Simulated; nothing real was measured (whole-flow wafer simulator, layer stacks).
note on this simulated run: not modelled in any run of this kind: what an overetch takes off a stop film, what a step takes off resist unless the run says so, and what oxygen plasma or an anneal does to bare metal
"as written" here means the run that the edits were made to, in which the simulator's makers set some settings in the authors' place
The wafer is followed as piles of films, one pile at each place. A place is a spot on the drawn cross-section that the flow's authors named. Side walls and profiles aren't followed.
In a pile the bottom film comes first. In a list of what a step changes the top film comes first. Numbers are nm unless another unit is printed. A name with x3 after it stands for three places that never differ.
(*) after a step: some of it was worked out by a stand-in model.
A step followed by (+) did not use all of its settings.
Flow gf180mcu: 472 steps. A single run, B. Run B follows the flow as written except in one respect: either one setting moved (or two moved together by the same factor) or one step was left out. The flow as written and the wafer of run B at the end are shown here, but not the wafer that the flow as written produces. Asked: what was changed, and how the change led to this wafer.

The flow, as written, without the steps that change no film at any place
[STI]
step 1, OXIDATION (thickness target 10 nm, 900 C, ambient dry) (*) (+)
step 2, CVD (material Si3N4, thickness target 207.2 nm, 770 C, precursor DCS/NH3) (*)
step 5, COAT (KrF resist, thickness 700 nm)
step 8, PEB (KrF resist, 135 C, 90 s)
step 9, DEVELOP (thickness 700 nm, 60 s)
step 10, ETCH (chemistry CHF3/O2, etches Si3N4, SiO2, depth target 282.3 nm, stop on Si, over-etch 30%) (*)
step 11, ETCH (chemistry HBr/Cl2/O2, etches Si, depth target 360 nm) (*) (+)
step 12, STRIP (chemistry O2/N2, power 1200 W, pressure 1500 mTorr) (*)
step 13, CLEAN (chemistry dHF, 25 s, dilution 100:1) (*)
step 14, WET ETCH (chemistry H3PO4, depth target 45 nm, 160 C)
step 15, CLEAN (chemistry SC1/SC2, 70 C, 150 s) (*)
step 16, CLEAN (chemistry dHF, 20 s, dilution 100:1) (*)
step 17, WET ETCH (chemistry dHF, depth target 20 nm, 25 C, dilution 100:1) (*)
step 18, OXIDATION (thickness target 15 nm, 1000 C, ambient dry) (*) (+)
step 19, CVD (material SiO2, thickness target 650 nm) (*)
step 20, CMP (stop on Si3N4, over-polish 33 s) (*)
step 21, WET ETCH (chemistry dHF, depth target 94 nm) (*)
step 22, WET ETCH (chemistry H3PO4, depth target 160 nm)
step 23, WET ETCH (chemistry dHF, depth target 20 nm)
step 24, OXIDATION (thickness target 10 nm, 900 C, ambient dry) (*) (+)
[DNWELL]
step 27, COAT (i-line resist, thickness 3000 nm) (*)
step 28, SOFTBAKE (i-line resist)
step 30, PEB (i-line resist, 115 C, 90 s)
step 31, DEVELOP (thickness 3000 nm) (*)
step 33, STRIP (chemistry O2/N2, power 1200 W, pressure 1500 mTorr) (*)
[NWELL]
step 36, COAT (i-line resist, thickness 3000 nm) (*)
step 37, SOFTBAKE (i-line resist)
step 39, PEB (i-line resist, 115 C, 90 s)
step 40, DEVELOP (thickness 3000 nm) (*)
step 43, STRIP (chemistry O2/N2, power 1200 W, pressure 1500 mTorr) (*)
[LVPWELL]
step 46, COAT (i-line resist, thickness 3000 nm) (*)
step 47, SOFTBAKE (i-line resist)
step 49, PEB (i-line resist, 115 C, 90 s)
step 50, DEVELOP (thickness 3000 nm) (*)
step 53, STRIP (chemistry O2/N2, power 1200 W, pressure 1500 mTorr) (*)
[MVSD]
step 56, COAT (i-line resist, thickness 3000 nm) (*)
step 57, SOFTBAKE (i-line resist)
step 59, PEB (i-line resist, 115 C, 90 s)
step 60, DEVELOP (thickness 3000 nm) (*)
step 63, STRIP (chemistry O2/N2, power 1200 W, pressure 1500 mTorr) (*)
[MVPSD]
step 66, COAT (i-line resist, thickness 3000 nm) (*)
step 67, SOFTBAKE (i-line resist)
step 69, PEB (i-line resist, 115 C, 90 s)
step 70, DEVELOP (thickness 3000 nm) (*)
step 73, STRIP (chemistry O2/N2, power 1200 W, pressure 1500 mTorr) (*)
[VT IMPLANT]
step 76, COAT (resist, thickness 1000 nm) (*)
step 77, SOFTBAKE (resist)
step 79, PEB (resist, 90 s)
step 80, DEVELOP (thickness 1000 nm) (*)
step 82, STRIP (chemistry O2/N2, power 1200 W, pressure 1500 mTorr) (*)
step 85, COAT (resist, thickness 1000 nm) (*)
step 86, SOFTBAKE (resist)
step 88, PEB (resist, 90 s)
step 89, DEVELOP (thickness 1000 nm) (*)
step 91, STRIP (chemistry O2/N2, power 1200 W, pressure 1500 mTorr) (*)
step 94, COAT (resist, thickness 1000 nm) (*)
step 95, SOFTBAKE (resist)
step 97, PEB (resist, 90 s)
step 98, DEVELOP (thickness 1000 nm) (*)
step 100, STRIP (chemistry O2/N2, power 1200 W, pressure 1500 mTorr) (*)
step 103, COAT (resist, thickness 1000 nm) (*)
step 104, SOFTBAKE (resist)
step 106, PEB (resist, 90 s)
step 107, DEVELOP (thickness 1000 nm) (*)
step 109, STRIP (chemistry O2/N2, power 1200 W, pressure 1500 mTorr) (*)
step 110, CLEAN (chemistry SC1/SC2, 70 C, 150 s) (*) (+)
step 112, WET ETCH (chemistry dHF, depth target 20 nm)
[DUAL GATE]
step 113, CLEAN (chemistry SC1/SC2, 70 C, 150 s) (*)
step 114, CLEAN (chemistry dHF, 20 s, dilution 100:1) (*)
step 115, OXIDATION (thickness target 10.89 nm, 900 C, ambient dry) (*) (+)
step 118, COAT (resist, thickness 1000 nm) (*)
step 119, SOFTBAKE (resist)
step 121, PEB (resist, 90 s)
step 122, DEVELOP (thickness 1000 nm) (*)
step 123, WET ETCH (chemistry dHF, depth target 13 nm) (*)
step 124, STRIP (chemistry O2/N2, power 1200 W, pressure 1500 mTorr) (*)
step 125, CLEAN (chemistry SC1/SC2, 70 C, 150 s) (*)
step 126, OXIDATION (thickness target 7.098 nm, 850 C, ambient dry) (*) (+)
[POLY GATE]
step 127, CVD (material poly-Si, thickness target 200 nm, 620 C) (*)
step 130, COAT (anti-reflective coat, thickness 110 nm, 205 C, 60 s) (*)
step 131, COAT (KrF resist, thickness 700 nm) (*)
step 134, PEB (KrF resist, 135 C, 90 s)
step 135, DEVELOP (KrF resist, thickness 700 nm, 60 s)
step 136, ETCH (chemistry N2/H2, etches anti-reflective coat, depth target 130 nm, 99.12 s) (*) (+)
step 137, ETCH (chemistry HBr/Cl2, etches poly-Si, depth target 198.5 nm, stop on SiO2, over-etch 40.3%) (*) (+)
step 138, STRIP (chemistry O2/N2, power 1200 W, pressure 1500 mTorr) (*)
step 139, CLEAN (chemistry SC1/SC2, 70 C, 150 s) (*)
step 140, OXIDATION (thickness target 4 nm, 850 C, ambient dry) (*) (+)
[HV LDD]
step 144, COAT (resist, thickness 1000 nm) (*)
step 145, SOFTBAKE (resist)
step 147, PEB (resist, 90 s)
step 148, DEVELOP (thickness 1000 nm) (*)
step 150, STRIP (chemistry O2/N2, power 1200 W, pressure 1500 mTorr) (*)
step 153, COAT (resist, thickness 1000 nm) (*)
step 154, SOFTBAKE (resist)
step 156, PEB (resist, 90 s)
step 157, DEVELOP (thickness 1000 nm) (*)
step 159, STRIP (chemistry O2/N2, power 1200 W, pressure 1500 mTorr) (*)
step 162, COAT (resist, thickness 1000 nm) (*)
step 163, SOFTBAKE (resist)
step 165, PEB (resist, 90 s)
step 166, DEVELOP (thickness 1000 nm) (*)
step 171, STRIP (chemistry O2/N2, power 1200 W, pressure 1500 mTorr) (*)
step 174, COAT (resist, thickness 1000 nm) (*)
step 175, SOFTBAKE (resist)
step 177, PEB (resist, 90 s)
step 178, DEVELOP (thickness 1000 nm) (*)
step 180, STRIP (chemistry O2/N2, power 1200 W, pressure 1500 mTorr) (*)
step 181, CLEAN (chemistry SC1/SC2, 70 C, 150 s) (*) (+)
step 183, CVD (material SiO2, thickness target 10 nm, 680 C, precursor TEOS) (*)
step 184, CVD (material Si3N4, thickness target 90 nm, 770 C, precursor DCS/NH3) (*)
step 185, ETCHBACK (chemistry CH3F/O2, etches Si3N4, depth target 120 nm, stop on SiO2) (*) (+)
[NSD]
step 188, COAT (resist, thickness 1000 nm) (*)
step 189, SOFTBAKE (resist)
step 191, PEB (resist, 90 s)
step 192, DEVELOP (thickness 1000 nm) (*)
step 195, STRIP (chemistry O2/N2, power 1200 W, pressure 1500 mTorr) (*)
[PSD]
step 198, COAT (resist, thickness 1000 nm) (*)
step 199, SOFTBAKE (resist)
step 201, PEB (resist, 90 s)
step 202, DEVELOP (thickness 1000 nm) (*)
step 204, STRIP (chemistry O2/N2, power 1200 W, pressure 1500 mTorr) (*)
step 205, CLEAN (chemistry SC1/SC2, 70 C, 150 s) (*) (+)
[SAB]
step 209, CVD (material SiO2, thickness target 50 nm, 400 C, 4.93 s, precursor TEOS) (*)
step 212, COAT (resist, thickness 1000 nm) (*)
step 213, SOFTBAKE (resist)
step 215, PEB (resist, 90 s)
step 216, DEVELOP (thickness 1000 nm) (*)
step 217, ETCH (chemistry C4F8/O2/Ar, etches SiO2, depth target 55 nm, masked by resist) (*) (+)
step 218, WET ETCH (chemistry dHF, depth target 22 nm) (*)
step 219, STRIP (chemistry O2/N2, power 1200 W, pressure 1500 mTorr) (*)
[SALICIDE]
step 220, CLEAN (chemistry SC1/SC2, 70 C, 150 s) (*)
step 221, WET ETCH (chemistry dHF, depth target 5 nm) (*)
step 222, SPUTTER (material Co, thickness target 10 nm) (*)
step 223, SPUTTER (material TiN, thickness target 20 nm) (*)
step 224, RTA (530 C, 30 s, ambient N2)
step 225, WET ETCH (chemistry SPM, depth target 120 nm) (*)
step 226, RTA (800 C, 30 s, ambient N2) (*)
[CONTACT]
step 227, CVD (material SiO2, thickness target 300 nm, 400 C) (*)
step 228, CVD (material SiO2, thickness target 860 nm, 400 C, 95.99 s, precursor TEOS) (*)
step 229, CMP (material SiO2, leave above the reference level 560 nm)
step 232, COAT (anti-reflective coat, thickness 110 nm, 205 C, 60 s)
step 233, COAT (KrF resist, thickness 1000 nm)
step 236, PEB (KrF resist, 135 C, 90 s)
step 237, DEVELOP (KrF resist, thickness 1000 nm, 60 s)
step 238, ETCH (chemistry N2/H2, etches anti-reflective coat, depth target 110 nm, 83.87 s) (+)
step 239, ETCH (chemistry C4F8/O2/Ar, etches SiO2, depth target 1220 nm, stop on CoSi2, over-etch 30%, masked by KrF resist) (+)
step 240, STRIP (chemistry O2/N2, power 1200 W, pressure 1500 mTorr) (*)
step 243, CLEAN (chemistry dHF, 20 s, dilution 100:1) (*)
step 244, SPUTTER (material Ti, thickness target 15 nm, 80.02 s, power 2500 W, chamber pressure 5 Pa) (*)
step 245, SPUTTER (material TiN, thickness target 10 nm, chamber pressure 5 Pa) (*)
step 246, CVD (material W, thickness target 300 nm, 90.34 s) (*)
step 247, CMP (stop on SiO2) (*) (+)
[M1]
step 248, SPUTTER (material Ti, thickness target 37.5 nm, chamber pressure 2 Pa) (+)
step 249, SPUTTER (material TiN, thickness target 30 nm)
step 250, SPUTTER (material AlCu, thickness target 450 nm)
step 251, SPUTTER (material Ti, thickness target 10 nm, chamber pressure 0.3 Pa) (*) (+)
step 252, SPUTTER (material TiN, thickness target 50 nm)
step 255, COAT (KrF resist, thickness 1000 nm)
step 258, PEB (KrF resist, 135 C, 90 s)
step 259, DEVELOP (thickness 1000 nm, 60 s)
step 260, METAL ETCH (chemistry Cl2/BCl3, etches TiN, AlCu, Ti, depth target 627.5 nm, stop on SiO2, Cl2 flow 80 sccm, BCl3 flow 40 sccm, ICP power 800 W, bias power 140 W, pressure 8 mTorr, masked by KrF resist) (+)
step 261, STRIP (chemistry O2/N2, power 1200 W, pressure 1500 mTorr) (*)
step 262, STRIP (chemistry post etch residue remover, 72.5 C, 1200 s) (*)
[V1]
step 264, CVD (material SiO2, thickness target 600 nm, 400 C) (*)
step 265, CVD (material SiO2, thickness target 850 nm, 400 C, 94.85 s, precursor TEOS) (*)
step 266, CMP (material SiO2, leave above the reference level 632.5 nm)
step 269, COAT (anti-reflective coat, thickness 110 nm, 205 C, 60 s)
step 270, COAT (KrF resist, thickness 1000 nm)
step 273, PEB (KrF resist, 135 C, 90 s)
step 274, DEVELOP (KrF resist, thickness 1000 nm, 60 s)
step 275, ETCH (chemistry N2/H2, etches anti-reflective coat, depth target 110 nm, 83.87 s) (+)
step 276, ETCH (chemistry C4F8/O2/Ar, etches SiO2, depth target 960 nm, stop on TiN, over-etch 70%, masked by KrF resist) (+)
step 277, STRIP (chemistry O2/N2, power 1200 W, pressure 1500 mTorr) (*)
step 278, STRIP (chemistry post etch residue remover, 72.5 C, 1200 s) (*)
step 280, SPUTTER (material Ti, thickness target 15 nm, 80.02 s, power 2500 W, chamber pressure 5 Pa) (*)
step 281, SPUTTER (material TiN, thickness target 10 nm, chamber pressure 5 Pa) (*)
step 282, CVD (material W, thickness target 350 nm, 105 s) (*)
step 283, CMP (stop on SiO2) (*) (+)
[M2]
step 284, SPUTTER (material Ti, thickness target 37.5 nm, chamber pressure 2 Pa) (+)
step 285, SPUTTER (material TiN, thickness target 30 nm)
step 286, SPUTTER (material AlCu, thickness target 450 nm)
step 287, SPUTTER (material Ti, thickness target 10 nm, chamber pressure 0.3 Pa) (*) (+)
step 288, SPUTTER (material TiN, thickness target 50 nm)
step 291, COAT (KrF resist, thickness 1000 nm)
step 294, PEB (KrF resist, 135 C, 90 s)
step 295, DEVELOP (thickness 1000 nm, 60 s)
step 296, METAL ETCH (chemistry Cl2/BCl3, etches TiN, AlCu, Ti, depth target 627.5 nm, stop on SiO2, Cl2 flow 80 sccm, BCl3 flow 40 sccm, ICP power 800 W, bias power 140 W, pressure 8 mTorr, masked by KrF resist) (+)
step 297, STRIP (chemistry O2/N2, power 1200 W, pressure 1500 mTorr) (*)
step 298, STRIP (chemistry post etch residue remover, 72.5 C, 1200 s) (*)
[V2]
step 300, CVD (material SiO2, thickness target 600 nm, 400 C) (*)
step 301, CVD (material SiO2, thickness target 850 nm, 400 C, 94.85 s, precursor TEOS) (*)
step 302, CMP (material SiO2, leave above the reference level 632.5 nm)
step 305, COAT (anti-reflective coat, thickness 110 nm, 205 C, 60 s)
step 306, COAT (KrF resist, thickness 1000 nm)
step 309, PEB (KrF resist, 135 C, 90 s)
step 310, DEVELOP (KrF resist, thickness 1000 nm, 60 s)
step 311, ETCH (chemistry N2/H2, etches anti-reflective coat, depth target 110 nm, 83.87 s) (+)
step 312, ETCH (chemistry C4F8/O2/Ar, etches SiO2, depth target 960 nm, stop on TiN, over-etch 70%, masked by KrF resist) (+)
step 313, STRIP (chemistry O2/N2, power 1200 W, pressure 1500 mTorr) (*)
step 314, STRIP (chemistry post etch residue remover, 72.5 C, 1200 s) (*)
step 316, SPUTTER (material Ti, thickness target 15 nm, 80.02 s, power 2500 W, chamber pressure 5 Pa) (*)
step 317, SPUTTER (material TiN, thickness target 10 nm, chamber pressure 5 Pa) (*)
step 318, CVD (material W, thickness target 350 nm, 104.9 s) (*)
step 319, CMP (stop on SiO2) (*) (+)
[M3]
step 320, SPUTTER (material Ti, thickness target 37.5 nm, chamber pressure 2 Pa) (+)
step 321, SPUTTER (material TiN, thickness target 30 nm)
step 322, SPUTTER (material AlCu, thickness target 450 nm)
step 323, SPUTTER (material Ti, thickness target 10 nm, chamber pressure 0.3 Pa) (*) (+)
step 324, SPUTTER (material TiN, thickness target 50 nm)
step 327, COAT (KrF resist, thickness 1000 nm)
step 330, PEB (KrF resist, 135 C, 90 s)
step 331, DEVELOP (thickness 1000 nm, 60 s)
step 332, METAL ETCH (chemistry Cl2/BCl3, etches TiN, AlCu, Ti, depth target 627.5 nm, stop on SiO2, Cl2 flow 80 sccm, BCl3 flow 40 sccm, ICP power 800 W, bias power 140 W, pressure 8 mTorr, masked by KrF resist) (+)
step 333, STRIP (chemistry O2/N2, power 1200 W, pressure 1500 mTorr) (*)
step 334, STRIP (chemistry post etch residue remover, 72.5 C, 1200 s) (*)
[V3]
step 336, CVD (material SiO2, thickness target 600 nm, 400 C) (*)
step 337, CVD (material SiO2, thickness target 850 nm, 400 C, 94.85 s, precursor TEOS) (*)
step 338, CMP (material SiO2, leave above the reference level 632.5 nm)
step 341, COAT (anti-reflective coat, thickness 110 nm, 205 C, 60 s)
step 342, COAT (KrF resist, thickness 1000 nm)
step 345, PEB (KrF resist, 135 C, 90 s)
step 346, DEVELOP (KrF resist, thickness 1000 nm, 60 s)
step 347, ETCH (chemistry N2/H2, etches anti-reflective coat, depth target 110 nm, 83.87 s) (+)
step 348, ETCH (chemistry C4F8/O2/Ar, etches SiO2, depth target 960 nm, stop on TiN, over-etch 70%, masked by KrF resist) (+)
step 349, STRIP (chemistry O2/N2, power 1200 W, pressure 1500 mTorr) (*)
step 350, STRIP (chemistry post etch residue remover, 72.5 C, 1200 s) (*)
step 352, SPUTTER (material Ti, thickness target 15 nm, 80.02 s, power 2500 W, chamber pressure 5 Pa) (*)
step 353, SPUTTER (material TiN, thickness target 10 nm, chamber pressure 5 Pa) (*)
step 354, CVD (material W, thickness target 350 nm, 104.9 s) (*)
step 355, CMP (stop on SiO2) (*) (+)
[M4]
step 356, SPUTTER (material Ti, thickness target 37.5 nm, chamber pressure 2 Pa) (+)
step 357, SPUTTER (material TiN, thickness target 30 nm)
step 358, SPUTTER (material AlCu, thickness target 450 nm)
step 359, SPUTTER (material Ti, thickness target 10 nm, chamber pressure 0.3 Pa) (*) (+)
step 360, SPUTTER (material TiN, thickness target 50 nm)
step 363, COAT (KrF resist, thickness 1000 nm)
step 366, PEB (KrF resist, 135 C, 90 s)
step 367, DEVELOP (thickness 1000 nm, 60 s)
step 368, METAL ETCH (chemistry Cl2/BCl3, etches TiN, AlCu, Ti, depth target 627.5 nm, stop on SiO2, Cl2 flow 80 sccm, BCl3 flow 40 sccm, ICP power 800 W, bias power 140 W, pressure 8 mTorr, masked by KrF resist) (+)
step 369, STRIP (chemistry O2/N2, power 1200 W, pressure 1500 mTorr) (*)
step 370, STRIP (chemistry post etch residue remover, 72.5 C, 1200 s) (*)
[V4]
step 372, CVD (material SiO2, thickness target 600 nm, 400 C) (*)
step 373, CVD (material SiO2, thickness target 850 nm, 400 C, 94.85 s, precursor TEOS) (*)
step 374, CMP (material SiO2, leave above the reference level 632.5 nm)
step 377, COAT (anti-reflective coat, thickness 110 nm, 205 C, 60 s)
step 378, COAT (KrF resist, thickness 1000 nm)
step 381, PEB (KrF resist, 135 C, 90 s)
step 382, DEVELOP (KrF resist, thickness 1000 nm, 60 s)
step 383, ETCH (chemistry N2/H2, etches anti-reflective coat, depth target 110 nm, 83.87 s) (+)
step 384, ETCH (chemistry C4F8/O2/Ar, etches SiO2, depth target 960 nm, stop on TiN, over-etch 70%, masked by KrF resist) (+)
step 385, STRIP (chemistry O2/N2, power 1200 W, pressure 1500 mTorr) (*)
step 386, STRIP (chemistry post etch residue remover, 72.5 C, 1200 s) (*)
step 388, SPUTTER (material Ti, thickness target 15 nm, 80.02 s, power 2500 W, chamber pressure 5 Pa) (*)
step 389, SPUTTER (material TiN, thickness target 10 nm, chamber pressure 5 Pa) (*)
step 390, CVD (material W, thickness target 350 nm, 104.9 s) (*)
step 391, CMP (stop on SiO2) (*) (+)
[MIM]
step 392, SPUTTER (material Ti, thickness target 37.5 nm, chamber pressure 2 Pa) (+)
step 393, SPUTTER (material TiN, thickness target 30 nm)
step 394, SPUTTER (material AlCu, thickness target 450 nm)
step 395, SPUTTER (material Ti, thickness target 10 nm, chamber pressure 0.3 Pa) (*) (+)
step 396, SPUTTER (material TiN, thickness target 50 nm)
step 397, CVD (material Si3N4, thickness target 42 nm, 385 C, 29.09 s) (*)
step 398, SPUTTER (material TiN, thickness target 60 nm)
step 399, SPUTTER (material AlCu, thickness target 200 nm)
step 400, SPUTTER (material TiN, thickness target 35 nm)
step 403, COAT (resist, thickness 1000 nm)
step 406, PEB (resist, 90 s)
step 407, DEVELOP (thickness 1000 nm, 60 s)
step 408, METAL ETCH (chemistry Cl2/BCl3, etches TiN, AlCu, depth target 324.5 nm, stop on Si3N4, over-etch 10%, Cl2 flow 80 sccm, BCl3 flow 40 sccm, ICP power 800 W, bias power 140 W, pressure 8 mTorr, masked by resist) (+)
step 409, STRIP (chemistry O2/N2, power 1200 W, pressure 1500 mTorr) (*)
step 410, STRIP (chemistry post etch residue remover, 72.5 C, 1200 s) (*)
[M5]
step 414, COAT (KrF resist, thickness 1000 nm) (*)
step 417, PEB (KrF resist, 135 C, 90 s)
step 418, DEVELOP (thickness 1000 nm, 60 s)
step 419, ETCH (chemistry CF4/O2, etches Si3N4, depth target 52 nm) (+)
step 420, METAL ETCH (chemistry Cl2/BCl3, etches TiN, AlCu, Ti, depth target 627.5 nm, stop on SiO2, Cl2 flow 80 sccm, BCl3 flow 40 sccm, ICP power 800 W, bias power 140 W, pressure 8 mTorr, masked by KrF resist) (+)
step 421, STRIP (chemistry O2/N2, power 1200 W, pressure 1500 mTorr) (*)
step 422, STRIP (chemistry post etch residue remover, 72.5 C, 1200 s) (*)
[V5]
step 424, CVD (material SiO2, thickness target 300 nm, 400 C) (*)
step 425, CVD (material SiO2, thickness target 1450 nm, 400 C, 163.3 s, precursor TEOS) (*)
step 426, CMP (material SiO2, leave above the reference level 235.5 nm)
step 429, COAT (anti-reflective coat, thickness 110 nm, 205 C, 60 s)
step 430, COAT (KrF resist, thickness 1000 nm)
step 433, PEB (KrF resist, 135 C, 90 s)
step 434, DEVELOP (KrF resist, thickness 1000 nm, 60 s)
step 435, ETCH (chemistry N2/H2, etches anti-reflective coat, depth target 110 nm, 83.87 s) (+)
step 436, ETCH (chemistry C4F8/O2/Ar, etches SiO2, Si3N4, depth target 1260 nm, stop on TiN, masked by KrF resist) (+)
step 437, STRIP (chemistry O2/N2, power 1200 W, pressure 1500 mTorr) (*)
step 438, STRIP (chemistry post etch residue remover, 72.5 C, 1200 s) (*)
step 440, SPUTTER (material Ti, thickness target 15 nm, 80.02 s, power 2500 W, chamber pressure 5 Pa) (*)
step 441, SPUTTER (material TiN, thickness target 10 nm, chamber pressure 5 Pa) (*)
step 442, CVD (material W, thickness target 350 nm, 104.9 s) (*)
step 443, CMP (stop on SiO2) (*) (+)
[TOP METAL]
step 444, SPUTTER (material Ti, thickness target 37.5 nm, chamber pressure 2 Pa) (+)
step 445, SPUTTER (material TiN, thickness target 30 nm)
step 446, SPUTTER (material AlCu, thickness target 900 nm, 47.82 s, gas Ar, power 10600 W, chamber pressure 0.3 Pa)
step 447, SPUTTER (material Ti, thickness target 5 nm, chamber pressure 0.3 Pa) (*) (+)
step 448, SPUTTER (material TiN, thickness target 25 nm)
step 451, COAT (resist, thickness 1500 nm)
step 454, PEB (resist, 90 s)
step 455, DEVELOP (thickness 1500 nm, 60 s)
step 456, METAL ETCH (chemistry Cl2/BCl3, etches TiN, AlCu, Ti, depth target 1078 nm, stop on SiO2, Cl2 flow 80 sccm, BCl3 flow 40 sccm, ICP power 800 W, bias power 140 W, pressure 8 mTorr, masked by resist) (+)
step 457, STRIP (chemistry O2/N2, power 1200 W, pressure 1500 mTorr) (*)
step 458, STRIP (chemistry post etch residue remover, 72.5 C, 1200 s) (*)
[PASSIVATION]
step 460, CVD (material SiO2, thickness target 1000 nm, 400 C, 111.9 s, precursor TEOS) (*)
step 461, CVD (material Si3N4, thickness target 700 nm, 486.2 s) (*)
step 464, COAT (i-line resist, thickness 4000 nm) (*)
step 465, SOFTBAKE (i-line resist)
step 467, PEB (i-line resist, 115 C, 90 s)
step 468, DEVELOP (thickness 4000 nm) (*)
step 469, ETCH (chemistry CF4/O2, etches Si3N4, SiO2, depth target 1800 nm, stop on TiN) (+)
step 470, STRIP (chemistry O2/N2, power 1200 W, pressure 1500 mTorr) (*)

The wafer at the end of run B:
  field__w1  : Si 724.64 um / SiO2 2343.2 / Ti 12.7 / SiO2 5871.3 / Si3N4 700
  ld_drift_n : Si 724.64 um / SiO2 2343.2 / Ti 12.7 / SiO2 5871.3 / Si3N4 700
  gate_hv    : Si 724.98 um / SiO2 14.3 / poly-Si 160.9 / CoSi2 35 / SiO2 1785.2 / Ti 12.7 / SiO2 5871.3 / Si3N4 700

Cause: step 296, METAL ETCH: depth target 564.8 nm was run, whereas the flow has depth target 627.5 nm.

The path from the change to this, step by step:
  step 296, METAL ETCH (chemistry Cl2/BCl3, etches TiN, AlCu, Ti, depth target 627.5 nm, stop on SiO2, Cl2 flow 80 sccm, BCl3 flow 40 sccm, ICP power 800 W, bias power 140 W, pressure 8 mTorr, masked by KrF resist) (+)
      field, field__w1, field__w2 and 103 more: TiN loses 50 (all of it), Ti loses 10 (all of it), AlCu loses 450 (all of it), TiN loses 30 (all of it), Ti loses 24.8 (it would be, as written: TiN loses 50 (all of it), Ti loses 10 (all of it), AlCu loses 450 (all of it), TiN loses 30 (all of it), Ti loses 37.5 (all of it))
      field__w8, contact, m1, m1__w1, m1_nw: KrF resist loses 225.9 (it would be, as written: KrF resist loses 251)
  step 297, STRIP (chemistry O2/N2, power 1200 W, pressure 1500 mTorr) (*)
      field__w8, contact, m1, m1__w1, m1_nw: KrF resist loses 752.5 (all of it) (it would be, as written: KrF resist loses 727.4 (all of it))
  step 300, CVD (material SiO2, thickness target 600 nm, 400 C) (*)
      field, field__w1, field__w2 and 103 more: SiO2 gains 600 (new film) (it would be, as written: SiO2 gains 600)
  step 302, CMP (material SiO2, leave above the reference level 632.5 nm)
      field, field__w1, field__w2 and 103 more: SiO2 loses 312.7 (it would be, as written: SiO2 loses 300)
With metal films that touch counted as one body, field__w1 has 1 body; the flow as written gives 0 bodies.
With metal films that touch counted as one body, ld_drift_n has 1 body; the flow as written gives 0 bodies.
With metal films that touch counted as one body, gate_hv has 2 bodies (between them, from the top down: SiO2 1785.2); the flow as written gives 1 body.
